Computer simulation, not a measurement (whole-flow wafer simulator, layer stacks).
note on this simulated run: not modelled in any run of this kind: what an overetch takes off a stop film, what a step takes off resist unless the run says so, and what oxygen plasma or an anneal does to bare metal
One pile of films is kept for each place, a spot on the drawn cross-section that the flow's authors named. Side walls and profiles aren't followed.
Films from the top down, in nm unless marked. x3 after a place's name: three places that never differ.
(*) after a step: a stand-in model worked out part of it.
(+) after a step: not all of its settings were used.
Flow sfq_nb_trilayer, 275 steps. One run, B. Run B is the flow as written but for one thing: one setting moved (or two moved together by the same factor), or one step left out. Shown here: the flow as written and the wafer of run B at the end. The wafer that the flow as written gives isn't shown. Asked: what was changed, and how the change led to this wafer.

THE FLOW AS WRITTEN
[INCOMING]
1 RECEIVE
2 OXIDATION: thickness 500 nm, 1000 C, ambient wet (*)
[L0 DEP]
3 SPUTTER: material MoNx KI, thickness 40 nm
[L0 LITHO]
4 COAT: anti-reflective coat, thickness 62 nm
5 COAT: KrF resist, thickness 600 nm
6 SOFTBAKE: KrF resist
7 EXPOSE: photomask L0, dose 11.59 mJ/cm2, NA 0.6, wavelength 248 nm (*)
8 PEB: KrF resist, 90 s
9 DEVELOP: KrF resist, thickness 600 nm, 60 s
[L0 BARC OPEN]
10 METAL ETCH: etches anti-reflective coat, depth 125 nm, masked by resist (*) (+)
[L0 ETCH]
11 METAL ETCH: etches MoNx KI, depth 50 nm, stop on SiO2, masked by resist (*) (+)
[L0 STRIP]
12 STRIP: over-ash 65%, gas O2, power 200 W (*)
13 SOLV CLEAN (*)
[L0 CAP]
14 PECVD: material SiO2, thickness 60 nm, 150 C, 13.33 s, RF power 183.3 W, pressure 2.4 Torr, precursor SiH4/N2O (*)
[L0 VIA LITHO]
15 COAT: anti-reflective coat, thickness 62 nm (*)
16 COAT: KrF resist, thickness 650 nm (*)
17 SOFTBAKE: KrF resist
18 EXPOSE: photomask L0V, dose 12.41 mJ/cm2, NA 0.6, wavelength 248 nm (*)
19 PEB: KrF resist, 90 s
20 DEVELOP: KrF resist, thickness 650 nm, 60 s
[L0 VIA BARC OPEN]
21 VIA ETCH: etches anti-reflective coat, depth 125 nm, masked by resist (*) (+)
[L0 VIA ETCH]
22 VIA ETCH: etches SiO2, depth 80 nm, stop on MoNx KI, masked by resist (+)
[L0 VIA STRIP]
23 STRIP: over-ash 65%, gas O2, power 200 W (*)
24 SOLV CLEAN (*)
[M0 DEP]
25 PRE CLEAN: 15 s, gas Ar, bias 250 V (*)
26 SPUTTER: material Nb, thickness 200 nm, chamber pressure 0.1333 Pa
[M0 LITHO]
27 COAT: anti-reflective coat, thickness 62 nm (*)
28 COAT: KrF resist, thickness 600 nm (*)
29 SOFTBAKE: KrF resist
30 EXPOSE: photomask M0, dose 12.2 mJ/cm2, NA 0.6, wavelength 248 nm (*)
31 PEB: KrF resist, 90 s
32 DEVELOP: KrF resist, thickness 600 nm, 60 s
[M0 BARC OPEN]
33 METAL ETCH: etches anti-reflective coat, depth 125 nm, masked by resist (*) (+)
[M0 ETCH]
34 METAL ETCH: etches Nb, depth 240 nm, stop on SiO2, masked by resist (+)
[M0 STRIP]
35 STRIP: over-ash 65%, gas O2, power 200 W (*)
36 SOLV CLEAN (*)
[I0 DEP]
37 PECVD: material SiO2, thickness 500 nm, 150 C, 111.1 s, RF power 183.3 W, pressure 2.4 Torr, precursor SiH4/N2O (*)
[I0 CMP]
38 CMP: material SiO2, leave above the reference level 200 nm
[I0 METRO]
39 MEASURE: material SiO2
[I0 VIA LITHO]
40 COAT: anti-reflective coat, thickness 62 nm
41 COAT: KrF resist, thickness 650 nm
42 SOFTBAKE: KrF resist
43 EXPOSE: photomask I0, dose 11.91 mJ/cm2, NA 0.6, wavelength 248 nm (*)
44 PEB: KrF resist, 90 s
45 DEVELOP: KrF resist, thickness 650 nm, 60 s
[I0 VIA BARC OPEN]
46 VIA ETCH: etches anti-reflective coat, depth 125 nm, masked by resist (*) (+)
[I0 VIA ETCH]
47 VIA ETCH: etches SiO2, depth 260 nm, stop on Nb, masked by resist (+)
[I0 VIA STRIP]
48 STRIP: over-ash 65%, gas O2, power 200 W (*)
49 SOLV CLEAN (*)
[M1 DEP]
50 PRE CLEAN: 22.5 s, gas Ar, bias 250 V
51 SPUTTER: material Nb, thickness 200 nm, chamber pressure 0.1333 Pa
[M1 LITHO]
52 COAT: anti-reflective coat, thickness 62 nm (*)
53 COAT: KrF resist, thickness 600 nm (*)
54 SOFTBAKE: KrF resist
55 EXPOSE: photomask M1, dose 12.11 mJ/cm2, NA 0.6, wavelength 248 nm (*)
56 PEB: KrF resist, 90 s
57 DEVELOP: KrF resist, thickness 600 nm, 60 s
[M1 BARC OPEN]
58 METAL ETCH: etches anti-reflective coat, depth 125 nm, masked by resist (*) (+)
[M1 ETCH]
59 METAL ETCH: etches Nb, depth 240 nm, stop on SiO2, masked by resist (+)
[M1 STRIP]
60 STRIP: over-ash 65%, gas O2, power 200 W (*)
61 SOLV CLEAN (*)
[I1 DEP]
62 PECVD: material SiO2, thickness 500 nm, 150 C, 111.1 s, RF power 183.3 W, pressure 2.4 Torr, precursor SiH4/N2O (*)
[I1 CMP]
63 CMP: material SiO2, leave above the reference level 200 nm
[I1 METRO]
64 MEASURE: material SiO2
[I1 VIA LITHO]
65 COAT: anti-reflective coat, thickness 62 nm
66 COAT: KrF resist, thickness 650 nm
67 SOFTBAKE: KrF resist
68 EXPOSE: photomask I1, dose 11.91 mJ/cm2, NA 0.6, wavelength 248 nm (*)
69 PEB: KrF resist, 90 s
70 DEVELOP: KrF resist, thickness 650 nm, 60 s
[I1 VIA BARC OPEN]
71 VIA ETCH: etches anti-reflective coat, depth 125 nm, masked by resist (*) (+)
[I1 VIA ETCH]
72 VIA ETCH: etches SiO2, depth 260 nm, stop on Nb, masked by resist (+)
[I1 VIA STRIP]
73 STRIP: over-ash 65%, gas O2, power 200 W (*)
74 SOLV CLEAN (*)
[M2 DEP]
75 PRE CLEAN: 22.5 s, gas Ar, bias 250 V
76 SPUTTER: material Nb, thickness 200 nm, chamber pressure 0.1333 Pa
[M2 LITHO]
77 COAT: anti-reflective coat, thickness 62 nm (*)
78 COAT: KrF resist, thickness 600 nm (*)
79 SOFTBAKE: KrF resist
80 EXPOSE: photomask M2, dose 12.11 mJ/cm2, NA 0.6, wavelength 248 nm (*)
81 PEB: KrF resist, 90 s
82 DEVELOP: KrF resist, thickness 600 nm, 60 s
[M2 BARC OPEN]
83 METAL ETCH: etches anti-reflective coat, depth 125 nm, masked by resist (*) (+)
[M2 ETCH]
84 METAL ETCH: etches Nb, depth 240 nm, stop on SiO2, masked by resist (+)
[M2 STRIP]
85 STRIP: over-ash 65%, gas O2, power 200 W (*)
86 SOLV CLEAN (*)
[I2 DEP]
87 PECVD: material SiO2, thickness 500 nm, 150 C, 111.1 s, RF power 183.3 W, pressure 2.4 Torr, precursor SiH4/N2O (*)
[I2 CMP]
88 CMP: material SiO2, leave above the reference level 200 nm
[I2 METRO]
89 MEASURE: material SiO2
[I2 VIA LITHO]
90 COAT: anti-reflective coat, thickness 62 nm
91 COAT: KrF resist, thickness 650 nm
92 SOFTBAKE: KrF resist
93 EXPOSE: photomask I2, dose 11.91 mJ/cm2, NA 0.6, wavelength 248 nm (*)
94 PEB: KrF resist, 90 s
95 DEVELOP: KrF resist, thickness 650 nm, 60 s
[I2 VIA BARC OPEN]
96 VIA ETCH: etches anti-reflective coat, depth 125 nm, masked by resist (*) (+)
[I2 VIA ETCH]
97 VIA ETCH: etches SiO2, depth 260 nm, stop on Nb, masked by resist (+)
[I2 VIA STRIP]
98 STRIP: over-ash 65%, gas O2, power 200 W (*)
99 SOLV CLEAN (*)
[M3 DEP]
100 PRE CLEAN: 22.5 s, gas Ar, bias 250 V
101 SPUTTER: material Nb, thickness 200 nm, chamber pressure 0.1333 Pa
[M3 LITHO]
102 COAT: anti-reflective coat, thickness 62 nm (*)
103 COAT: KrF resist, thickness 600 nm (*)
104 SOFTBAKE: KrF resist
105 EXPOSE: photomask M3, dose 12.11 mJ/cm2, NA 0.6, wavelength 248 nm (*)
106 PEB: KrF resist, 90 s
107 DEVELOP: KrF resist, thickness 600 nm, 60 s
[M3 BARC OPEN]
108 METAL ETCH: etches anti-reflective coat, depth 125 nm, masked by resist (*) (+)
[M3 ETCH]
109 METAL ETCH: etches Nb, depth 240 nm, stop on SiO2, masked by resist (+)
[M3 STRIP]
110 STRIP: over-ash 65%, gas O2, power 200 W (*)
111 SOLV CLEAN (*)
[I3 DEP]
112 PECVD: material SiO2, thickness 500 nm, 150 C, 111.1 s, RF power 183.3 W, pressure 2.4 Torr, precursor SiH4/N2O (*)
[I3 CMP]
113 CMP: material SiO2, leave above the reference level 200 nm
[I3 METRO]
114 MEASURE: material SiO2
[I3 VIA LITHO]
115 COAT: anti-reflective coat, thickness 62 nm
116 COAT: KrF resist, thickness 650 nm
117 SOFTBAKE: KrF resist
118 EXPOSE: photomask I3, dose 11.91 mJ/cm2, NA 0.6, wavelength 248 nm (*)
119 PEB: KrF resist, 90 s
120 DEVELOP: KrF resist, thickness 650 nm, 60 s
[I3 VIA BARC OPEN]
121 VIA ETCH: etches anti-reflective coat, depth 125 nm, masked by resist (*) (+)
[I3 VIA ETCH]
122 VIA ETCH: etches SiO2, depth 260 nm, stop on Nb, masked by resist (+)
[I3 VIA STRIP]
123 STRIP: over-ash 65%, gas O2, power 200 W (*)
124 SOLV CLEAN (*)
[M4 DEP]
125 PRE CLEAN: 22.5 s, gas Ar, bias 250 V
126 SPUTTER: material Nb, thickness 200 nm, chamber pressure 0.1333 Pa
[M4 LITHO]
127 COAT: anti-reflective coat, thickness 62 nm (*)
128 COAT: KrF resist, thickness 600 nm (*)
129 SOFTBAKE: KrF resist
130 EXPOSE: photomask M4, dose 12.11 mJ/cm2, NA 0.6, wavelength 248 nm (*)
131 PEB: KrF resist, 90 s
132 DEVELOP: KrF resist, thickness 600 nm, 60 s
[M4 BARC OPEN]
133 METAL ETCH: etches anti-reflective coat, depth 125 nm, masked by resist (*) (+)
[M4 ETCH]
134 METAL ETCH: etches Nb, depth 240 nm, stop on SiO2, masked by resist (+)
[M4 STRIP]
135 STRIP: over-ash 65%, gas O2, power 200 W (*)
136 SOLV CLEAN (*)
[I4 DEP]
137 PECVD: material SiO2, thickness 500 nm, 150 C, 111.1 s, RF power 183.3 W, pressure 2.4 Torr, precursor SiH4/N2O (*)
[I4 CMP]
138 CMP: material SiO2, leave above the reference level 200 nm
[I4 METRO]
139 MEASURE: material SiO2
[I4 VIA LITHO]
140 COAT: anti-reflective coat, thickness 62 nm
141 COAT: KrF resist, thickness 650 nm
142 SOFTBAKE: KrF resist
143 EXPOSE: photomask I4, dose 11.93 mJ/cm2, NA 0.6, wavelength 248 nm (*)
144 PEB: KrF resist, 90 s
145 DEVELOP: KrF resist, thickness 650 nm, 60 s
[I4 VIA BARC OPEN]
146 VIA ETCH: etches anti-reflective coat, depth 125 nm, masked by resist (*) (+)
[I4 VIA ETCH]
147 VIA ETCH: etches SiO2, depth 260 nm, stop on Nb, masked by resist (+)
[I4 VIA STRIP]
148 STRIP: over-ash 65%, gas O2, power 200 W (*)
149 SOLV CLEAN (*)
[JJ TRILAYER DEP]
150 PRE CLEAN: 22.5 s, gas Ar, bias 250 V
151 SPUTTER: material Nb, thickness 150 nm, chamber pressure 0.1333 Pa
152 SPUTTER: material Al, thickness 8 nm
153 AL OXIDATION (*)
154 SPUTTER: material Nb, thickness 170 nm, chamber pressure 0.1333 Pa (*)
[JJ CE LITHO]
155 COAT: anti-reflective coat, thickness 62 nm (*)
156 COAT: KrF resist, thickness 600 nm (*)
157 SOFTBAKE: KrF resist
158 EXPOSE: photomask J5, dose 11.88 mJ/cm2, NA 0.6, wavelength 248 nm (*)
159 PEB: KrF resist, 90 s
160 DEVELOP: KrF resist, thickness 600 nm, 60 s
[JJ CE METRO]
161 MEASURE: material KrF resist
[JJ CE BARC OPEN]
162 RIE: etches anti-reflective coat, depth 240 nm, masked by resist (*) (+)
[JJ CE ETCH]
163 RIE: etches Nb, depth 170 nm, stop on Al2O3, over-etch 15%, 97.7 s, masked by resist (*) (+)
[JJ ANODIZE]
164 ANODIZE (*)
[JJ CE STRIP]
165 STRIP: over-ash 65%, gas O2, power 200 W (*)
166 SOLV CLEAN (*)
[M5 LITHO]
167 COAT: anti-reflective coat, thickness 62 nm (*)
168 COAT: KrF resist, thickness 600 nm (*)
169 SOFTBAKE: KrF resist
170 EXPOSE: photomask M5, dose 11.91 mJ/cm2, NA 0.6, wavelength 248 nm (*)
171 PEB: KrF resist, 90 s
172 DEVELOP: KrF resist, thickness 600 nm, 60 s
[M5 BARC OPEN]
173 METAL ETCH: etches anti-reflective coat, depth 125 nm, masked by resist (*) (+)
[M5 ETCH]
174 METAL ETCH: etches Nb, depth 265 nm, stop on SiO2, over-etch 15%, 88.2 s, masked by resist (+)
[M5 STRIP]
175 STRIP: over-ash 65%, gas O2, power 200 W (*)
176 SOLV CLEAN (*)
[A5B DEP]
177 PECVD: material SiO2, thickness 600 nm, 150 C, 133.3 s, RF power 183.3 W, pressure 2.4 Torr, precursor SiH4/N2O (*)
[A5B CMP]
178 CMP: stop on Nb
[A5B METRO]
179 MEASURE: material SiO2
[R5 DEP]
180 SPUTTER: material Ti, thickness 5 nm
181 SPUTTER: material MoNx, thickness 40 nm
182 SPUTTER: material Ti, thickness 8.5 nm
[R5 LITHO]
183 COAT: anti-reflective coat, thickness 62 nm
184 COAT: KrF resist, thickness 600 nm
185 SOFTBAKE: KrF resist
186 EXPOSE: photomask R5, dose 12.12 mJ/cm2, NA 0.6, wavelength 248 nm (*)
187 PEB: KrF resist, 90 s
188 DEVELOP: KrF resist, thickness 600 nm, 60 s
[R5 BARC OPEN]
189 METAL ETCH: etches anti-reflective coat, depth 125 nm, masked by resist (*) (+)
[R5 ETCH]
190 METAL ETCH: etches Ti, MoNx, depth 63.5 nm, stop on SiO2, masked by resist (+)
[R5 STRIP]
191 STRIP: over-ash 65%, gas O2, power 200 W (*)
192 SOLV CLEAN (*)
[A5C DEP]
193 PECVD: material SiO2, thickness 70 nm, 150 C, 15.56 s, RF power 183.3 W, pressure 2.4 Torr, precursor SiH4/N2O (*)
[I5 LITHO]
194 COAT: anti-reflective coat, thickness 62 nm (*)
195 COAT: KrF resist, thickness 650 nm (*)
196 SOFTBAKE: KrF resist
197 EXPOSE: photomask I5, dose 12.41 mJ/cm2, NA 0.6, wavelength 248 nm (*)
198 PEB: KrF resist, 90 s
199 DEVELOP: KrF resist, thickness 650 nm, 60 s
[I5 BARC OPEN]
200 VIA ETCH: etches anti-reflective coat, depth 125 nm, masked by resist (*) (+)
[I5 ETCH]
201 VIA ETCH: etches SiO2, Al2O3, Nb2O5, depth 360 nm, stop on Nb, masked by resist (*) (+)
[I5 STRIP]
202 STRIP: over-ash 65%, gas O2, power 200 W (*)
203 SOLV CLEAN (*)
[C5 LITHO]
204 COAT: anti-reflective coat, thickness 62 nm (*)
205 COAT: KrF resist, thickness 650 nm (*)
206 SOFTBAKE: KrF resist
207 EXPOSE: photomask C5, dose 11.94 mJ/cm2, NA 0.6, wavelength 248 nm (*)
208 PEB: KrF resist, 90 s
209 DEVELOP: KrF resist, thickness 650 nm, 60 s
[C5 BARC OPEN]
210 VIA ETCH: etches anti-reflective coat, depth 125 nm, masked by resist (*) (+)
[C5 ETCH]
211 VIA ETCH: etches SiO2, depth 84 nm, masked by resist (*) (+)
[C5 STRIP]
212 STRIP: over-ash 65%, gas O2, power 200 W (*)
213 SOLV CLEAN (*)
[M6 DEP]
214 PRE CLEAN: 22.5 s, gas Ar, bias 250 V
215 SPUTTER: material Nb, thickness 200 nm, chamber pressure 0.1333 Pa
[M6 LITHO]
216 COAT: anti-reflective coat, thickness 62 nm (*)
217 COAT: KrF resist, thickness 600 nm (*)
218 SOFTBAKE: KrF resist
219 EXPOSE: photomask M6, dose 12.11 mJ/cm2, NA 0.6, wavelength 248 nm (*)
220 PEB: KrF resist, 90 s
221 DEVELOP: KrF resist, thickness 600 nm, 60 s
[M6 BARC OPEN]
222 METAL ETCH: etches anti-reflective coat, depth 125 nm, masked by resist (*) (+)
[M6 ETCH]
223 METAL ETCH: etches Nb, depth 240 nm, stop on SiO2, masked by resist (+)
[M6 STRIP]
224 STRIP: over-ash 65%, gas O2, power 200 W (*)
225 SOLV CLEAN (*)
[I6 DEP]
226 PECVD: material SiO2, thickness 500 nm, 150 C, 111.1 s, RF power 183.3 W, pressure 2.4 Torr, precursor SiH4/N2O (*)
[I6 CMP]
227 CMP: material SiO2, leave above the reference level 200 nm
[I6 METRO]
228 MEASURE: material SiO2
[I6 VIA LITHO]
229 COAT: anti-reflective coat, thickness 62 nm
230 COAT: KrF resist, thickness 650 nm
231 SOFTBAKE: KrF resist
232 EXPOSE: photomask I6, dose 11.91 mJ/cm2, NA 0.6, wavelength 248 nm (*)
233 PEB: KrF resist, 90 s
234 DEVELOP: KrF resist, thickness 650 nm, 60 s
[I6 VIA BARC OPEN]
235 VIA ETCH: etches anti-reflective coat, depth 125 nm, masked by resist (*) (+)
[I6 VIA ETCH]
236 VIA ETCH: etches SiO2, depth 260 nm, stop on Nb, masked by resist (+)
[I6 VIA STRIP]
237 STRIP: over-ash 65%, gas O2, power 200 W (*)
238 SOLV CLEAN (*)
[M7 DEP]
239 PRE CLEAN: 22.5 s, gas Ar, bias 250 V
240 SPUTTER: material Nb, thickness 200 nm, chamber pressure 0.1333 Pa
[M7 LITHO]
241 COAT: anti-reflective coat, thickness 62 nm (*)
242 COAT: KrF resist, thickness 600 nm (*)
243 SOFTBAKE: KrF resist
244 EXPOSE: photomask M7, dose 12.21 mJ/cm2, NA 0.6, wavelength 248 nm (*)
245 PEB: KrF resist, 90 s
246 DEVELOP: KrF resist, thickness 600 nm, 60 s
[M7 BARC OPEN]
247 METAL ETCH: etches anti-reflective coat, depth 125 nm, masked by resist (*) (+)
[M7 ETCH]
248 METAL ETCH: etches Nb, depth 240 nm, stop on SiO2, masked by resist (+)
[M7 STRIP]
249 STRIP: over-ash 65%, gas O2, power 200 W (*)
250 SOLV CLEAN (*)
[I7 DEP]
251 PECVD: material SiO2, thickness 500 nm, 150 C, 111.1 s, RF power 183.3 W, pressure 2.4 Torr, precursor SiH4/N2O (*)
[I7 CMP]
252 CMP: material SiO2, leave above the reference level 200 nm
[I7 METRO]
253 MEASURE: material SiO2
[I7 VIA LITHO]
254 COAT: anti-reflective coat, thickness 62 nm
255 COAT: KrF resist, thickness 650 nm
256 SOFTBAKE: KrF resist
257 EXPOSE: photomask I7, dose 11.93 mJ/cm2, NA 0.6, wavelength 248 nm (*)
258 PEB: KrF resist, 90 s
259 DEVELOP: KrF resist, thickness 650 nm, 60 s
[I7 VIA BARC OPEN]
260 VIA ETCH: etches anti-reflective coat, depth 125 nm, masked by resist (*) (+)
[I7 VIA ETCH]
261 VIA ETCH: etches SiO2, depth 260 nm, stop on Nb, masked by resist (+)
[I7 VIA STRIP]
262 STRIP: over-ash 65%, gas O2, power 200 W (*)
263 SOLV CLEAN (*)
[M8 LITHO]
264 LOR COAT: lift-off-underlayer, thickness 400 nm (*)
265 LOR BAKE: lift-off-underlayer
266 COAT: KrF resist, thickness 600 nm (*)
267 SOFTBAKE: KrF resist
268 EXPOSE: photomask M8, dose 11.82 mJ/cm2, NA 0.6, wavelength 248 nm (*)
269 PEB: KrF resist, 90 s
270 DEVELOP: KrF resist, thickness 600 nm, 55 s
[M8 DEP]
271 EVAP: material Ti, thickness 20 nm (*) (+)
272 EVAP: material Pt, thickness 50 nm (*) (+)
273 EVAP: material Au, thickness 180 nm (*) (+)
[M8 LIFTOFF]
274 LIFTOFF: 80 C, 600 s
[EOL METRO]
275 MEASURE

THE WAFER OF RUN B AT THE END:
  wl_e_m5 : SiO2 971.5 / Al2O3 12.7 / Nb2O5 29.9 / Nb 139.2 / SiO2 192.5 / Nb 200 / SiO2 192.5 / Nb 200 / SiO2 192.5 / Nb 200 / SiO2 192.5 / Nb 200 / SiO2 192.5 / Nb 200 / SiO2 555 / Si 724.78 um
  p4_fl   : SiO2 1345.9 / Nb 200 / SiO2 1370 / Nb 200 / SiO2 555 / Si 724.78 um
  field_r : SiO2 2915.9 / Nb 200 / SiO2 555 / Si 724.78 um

The cause: step 215, SPUTTER: thickness 170 nm was run, where the flow has thickness 200 nm.

How the change led to this, step by step:
  215 SPUTTER: material Nb, thickness 200 nm, chamber pressure 0.1333 Pa
      field_l, v_sur, via_wl and 100 more: Nb +170 (new film) (as written it would be: Nb +200 (new film))
      be: Nb +125.5 (as written it would be: Nb +147.3)
      (and at 2 more places)
  216 COAT: anti-reflective coat, thickness 62 nm (*)
      be: anti-reflective coat +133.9 (new film) (as written it would be: anti-reflective coat +136.7 (new film))
  223 METAL ETCH: etches Nb, depth 240 nm, stop on SiO2, masked by resist (+)
      field_l, gap, moat and 76 more: Nb -170 (all of it) (as written it would be: Nb -200 (all of it))
  224 STRIP: over-ash 65%, gas O2, power 200 W (*)
      be: KrF resist -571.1 (all of it), anti-reflective coat -133.9 (all of it) (as written it would be: KrF resist -575.8 (all of it), anti-reflective coat -136.7 (all of it))
  226 PECVD: material SiO2, thickness 500 nm, 150 C, 111.1 s, RF power 183.3 W, pressure 2.4 Torr, precursor SiH4/N2O (*)
      gap, wl_a_sl, m6r_space_l x2: SiO2 +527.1 (as written it would be: SiO2 +557.1)
  227 CMP: material SiO2, leave above the reference level 200 nm
      field_l, p4_fl, p4_fm and 59 more: SiO2 -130 (as written it would be: SiO2 -100)
      moat, field_r, lsp_l, ln_m5, lsp_m: SiO2 -124.6 (as written it would be: SiO2 -93.6)
      (and at 8 more places)
